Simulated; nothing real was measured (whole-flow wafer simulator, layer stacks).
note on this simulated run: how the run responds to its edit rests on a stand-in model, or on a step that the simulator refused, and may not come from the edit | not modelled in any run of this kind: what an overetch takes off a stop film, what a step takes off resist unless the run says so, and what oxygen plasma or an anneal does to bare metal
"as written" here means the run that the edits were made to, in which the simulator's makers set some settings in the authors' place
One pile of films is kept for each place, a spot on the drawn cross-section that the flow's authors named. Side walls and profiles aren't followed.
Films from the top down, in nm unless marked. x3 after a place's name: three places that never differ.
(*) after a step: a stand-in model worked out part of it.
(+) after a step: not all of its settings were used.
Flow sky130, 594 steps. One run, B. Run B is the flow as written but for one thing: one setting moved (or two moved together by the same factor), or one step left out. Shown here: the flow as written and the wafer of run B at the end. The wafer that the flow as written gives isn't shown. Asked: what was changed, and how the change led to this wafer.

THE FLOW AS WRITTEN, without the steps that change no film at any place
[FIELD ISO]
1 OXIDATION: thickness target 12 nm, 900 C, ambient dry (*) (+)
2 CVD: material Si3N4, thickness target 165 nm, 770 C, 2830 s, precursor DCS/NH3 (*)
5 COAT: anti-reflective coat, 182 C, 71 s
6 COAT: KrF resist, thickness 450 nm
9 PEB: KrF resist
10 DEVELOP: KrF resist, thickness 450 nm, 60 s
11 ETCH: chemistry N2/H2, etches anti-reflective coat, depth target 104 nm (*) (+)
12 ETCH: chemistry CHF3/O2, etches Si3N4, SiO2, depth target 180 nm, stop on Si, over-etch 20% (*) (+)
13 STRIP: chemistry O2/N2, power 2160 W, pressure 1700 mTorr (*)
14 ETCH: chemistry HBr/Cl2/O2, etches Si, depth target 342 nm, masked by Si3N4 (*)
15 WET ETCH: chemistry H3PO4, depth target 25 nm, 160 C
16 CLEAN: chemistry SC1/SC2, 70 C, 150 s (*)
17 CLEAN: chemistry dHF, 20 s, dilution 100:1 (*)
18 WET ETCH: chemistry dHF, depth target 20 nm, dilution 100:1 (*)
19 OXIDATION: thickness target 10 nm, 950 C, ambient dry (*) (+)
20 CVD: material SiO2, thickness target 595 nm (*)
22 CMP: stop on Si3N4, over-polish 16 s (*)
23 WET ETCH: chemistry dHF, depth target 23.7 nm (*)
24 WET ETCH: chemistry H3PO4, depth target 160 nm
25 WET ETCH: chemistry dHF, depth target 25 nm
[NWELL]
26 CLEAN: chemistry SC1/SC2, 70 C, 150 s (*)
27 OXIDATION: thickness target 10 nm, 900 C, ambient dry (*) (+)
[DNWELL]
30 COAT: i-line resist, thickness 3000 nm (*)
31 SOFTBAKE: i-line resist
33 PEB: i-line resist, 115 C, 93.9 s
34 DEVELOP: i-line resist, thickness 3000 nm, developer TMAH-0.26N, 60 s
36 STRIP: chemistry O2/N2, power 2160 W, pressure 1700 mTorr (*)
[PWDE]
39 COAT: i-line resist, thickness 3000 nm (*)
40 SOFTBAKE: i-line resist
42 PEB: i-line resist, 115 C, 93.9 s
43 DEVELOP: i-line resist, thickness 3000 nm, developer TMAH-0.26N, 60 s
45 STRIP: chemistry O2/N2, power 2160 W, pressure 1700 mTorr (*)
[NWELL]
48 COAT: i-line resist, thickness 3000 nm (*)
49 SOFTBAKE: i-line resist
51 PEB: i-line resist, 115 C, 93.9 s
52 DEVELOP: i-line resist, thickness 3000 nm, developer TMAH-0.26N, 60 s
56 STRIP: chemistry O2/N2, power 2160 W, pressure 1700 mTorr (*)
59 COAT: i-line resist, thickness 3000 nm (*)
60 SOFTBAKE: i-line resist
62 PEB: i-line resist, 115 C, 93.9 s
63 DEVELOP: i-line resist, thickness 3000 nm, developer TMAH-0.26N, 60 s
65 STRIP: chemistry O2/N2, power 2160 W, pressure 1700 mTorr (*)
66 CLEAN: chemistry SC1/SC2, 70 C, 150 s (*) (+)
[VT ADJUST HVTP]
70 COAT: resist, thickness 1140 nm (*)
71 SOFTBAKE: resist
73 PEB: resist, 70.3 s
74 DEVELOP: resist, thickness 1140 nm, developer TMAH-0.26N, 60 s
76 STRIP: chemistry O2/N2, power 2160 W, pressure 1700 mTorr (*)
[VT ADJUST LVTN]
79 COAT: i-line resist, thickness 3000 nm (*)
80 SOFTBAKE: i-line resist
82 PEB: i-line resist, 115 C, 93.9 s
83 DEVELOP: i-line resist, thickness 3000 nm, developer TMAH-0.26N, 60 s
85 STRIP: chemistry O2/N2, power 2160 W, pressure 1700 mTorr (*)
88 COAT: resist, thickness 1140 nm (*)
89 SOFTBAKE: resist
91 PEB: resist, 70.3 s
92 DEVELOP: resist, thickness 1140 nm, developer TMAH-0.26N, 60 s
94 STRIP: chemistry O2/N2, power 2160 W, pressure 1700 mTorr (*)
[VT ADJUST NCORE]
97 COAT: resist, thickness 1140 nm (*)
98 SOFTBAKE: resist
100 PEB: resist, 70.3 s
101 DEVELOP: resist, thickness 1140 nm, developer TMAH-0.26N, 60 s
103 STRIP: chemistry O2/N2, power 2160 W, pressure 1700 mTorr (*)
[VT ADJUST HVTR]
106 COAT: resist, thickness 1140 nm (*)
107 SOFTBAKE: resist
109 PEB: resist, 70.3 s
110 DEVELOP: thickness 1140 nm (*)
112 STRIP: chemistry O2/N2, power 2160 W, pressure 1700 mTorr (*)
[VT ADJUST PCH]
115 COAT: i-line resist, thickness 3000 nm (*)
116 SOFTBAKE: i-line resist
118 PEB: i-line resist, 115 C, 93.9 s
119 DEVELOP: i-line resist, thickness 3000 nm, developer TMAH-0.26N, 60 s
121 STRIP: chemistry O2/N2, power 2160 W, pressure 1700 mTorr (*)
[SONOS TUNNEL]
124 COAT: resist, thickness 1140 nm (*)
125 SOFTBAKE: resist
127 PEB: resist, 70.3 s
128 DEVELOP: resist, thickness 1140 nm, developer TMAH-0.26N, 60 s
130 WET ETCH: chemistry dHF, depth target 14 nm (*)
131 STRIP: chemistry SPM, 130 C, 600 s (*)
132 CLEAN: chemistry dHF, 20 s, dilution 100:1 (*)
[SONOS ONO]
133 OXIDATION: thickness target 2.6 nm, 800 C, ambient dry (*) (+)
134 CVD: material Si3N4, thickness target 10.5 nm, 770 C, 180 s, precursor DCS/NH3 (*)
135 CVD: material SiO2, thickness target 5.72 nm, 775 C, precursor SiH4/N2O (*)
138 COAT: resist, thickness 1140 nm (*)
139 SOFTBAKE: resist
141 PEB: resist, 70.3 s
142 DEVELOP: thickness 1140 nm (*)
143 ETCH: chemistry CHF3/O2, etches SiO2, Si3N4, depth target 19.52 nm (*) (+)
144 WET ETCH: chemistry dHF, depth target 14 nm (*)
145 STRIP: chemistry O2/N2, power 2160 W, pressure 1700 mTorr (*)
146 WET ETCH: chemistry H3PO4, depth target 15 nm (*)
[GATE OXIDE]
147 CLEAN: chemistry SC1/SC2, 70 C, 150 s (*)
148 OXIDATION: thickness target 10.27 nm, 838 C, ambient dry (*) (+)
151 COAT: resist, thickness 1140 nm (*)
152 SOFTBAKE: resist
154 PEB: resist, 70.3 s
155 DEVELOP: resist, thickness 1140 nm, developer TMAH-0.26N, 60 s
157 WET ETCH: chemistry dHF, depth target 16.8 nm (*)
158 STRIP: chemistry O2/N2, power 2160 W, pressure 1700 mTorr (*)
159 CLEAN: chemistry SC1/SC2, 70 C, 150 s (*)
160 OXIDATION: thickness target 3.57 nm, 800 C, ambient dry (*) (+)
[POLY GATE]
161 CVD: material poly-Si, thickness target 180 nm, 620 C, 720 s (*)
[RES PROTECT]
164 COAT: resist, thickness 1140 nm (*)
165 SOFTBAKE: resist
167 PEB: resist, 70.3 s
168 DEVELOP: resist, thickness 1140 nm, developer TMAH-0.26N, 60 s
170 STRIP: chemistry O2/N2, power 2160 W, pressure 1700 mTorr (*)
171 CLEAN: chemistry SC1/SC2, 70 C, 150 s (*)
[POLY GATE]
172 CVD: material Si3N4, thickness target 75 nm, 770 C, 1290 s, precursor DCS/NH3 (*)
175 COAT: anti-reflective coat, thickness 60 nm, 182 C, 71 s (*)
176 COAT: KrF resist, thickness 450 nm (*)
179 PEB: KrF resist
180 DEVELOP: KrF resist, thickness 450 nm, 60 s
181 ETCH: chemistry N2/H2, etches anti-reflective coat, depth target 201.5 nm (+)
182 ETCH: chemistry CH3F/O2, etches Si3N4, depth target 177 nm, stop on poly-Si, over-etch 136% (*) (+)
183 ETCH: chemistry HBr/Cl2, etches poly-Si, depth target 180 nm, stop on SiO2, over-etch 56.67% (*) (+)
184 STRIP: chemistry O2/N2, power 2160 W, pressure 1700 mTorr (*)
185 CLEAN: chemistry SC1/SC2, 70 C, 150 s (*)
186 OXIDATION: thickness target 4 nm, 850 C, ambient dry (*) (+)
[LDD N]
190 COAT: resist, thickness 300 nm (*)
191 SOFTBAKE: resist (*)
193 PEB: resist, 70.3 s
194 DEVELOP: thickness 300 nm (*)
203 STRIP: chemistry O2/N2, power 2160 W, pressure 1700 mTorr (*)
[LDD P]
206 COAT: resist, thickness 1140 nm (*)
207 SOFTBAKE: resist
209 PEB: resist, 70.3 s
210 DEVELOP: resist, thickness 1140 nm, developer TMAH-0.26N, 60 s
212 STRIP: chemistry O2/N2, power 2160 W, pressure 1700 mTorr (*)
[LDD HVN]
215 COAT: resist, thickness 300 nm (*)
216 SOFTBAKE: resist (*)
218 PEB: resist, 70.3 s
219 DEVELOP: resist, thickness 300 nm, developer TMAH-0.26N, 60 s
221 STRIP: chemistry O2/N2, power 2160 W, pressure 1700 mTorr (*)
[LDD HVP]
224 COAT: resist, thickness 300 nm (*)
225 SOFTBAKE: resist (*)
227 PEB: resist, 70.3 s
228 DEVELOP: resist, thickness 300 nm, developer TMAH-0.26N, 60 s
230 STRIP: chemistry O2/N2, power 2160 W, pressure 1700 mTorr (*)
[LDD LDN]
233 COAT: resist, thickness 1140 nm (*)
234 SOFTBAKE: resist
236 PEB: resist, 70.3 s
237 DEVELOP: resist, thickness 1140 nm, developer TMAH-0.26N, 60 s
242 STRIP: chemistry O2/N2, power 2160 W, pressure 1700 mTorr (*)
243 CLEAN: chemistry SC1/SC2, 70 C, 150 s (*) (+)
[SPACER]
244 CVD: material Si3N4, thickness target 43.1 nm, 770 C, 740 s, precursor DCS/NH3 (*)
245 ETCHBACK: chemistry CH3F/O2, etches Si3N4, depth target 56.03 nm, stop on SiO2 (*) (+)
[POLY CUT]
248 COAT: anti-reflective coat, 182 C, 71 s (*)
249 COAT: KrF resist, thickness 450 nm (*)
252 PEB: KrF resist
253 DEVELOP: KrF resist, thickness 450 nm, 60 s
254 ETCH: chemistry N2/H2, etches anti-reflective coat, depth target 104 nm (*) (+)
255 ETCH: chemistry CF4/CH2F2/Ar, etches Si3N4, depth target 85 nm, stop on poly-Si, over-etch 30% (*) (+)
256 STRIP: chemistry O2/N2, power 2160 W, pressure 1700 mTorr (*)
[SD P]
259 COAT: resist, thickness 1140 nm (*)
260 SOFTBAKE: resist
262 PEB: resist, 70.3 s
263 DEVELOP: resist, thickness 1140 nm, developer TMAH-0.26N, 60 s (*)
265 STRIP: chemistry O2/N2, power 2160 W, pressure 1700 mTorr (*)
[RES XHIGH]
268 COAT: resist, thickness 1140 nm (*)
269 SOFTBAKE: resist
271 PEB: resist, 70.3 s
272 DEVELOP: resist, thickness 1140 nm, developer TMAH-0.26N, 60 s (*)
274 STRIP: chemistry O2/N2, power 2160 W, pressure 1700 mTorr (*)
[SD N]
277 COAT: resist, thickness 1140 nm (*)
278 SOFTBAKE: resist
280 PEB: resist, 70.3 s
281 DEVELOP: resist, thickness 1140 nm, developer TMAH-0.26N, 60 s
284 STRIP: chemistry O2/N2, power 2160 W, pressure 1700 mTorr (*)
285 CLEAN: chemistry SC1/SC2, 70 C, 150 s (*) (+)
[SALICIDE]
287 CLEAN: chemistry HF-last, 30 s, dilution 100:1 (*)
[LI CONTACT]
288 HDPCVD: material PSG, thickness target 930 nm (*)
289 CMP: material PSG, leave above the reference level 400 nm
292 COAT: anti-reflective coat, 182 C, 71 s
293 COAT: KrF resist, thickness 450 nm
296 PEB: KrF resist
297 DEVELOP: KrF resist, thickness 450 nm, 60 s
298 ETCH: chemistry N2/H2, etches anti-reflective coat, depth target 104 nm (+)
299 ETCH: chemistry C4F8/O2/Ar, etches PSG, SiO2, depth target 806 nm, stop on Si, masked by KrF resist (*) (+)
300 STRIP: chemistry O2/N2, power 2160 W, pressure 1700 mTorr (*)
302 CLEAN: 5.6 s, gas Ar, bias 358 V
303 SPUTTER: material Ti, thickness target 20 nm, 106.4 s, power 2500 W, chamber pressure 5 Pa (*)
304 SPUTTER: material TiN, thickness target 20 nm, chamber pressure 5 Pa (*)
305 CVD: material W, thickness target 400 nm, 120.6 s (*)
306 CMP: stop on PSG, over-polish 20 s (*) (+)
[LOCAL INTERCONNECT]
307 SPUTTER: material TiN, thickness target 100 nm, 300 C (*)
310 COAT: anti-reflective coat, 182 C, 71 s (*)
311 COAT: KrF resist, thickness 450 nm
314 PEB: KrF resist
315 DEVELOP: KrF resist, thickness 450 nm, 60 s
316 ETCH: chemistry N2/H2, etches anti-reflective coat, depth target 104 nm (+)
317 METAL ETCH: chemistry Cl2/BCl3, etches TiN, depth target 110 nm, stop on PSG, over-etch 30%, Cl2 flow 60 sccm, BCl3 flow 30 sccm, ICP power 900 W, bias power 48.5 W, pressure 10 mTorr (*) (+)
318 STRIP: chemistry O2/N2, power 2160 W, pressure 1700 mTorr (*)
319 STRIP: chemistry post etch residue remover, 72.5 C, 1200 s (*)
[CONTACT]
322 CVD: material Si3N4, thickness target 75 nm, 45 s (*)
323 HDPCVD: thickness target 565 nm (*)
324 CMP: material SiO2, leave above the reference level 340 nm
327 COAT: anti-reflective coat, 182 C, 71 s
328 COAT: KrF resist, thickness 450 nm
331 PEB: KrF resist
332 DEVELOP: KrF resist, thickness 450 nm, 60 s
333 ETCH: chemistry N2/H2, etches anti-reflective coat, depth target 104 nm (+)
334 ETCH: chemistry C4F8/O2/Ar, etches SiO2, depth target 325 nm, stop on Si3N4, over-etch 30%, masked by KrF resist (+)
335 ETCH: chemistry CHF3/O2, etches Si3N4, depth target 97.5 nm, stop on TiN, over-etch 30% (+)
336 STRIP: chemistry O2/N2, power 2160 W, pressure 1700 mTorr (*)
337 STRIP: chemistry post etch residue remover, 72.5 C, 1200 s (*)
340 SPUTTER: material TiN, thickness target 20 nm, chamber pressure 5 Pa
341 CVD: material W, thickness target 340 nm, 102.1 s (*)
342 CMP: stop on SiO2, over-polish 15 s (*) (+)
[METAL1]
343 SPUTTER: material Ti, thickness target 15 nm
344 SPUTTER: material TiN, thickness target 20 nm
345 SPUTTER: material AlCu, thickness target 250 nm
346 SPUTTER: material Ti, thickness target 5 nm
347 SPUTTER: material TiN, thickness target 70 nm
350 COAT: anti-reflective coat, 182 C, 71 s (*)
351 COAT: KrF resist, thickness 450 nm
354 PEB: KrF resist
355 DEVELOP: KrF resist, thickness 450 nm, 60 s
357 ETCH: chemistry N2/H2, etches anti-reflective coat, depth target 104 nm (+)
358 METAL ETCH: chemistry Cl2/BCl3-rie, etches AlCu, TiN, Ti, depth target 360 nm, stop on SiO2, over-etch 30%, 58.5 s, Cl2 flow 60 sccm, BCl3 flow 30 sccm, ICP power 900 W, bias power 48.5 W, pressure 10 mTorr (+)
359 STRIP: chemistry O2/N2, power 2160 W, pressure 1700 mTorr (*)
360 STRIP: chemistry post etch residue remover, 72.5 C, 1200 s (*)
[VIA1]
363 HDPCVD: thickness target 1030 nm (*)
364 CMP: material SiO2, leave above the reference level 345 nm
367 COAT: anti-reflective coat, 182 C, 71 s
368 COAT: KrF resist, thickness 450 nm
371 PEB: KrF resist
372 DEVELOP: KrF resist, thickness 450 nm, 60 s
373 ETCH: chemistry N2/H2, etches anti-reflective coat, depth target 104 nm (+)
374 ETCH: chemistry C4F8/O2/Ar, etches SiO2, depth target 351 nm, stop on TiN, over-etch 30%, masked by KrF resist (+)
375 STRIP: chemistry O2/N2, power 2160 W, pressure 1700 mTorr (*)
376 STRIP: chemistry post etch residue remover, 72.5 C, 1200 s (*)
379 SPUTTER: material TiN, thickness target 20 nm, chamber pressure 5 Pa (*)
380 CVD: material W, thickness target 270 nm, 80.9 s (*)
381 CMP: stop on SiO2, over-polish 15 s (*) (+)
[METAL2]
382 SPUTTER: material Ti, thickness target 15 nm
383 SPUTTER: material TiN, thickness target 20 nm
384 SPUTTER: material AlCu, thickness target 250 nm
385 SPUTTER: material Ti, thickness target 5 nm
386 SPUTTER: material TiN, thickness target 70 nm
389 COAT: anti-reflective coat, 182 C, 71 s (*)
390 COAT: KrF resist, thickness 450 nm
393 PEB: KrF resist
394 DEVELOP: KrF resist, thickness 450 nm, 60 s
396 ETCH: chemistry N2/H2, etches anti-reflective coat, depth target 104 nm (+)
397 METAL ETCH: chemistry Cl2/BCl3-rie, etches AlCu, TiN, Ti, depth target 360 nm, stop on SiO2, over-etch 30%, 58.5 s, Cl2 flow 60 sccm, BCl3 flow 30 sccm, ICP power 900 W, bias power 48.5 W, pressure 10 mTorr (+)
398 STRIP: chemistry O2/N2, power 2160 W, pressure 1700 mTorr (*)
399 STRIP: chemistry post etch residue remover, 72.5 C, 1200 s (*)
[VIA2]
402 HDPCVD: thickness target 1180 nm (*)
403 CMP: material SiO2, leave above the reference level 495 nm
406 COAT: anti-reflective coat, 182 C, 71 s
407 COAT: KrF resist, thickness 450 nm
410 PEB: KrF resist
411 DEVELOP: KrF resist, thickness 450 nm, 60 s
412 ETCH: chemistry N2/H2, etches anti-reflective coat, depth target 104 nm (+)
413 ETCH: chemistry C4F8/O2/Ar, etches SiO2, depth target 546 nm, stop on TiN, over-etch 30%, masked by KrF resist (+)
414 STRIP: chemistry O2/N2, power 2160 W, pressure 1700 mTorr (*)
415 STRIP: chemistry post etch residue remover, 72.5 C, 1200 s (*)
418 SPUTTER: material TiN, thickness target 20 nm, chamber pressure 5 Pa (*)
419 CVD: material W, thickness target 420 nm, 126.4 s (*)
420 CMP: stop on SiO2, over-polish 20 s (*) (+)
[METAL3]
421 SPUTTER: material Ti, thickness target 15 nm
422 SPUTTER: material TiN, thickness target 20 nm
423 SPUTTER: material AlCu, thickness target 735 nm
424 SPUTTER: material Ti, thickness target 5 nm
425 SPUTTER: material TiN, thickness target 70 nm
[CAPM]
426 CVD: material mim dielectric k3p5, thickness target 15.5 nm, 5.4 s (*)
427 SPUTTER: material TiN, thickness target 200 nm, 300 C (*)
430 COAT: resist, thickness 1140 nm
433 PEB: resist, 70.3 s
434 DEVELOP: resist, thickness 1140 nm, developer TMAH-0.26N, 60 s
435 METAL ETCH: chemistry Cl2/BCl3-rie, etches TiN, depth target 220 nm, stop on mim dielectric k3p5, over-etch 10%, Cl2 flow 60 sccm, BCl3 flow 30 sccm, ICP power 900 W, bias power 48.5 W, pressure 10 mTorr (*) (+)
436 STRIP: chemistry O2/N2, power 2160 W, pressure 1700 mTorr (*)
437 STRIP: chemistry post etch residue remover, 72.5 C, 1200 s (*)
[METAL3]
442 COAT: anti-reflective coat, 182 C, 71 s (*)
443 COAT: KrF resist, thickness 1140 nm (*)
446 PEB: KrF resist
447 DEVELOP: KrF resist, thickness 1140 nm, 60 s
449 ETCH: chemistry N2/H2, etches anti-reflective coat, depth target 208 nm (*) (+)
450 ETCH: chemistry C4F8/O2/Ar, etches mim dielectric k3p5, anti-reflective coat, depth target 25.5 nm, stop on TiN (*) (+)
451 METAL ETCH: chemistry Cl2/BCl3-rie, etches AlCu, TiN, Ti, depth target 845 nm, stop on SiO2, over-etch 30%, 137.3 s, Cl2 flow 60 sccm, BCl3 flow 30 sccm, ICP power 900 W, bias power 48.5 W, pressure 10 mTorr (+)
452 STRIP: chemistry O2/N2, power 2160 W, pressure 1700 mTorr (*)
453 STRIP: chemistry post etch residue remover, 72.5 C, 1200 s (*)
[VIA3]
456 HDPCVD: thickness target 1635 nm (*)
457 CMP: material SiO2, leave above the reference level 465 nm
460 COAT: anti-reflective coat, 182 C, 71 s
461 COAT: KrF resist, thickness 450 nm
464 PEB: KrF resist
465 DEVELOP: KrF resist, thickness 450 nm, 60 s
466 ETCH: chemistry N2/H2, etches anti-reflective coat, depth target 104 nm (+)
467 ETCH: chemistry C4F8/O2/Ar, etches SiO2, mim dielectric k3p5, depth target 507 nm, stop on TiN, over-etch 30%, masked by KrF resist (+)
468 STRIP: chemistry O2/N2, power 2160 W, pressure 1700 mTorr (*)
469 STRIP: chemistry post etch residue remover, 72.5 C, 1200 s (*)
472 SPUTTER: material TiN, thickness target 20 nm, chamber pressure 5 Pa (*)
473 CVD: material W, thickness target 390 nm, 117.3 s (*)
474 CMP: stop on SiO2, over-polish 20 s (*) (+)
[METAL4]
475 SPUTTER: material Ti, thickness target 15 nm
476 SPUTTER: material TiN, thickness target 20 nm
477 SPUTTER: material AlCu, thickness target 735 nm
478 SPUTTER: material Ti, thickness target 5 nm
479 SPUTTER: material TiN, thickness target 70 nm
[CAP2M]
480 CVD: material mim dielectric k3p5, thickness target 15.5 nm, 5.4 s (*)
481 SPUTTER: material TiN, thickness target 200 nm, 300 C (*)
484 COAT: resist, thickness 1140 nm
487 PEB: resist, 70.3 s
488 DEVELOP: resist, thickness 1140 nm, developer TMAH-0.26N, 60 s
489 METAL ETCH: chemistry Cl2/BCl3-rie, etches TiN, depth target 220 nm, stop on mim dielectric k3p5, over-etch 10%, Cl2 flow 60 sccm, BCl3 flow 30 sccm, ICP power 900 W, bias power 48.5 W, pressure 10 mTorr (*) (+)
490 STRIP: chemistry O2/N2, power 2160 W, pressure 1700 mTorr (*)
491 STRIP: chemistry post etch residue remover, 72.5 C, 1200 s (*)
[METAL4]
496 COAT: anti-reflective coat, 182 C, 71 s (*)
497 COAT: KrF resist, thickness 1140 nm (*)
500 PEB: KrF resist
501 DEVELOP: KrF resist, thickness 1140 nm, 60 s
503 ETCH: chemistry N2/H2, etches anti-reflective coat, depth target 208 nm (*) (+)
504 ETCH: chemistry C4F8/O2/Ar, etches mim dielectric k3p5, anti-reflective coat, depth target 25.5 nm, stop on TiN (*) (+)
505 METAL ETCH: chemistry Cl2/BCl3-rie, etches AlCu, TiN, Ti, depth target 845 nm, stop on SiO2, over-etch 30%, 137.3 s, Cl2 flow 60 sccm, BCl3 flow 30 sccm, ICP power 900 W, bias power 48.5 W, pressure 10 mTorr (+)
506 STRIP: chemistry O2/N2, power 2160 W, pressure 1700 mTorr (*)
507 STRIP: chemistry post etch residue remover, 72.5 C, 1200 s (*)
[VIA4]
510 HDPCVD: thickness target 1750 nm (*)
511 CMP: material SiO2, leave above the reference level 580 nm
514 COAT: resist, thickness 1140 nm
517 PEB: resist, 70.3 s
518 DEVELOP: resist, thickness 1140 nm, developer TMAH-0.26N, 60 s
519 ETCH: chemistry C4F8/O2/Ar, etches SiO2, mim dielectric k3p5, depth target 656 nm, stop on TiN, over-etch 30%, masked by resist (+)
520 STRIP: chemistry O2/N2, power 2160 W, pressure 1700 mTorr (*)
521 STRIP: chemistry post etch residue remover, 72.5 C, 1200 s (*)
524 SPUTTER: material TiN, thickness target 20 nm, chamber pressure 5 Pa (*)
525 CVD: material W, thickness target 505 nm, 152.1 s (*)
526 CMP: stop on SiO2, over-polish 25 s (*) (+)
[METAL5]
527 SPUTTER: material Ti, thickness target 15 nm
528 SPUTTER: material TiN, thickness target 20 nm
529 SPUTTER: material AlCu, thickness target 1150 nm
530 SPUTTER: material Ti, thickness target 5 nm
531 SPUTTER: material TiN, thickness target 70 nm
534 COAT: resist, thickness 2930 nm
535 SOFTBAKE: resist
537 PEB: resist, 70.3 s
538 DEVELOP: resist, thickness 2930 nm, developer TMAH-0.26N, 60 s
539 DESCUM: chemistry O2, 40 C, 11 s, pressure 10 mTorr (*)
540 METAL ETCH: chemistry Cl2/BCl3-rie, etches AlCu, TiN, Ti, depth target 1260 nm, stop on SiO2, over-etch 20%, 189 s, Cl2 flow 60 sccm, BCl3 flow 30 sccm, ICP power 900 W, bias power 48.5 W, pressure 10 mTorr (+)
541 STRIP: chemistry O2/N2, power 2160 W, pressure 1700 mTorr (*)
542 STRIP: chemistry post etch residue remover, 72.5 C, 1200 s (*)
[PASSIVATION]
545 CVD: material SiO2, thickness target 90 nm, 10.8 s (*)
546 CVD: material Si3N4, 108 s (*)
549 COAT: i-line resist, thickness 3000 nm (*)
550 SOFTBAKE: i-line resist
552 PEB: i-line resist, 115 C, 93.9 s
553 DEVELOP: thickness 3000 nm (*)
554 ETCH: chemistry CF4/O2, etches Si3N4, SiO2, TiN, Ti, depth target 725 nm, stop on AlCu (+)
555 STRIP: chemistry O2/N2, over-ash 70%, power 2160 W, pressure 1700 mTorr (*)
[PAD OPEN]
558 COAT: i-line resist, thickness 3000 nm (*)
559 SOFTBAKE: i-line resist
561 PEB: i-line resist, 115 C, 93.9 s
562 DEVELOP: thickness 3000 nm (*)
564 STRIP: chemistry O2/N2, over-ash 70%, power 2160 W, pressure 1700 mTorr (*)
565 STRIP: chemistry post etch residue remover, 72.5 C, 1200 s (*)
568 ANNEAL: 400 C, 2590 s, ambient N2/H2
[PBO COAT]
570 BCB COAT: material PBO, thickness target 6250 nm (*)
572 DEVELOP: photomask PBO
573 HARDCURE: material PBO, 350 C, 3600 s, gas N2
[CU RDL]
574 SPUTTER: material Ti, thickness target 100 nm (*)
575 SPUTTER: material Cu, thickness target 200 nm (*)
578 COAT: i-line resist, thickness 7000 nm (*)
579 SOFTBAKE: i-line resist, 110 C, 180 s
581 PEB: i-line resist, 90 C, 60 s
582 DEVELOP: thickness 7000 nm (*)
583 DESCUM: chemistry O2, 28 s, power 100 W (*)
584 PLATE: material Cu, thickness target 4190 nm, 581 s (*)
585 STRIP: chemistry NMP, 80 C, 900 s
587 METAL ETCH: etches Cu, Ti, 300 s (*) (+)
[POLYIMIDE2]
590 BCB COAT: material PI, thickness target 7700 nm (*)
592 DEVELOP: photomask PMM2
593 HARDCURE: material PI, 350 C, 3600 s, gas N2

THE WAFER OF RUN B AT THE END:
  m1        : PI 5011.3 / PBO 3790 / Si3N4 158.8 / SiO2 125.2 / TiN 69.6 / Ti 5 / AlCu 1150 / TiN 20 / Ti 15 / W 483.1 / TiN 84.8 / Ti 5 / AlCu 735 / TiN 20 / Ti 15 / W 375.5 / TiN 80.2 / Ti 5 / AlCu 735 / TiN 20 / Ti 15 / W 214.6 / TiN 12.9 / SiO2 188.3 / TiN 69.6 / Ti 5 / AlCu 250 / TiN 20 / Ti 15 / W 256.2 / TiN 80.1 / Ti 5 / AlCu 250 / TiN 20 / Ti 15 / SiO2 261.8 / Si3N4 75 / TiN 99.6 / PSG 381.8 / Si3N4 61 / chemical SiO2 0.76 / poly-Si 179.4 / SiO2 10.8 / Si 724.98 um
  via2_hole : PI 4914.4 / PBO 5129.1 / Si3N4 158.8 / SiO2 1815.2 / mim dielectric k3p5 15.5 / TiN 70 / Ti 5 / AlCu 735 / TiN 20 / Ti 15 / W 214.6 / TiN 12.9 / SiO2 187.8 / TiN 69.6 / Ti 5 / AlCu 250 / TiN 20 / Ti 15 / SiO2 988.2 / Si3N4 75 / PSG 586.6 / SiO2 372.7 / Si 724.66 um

The cause: step 413, ETCH: depth target 232 nm was run, where the flow has depth target 546 nm.

How the change led to this, step by step:
  413 ETCH: chemistry C4F8/O2/Ar, etches SiO2, depth target 546 nm, stop on TiN, over-etch 30%, masked by KrF resist (+)
      m1: SiO2 -232 (as written it would be: SiO2 -420.3 (all of it))
      via2_hole: SiO2 -232 (as written it would be: SiO2 -419.8 (all of it))
      (and at 189 more places)
  414 STRIP: chemistry O2/N2, power 2160 W, pressure 1700 mTorr (*)
      field, active, n_well and 186 more: KrF resist -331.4 (all of it), anti-reflective coat -80 (all of it) (as written it would be: KrF resist -268.6 (all of it), anti-reflective coat -80 (all of it))
  418 SPUTTER: material TiN, thickness target 20 nm, chamber pressure 5 Pa (*)
      m1, via2_hole: TiN +12.9 (new film) (as written it would be: TiN +10.2)
  419 CVD: material W, thickness target 420 nm, 126.4 s (*)
      m1: W +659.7 (new film) (as written it would be: W +851.1 (new film))
      via2_hole: W +659.7 (new film) (as written it would be: W +850.7 (new film))
Counting metal films that touch as one body, m1 has 3 bodies (between them, from the top down: SiO2 188.3; SiO2 261.8 / Si3N4 75); the flow as written gives 2 bodies (between them, from the top down: SiO2 261.8 / Si3N4 75).
Counting metal films that touch as one body, via2_hole has 2 bodies (between them, from the top down: SiO2 187.8); the flow as written gives 1 body.
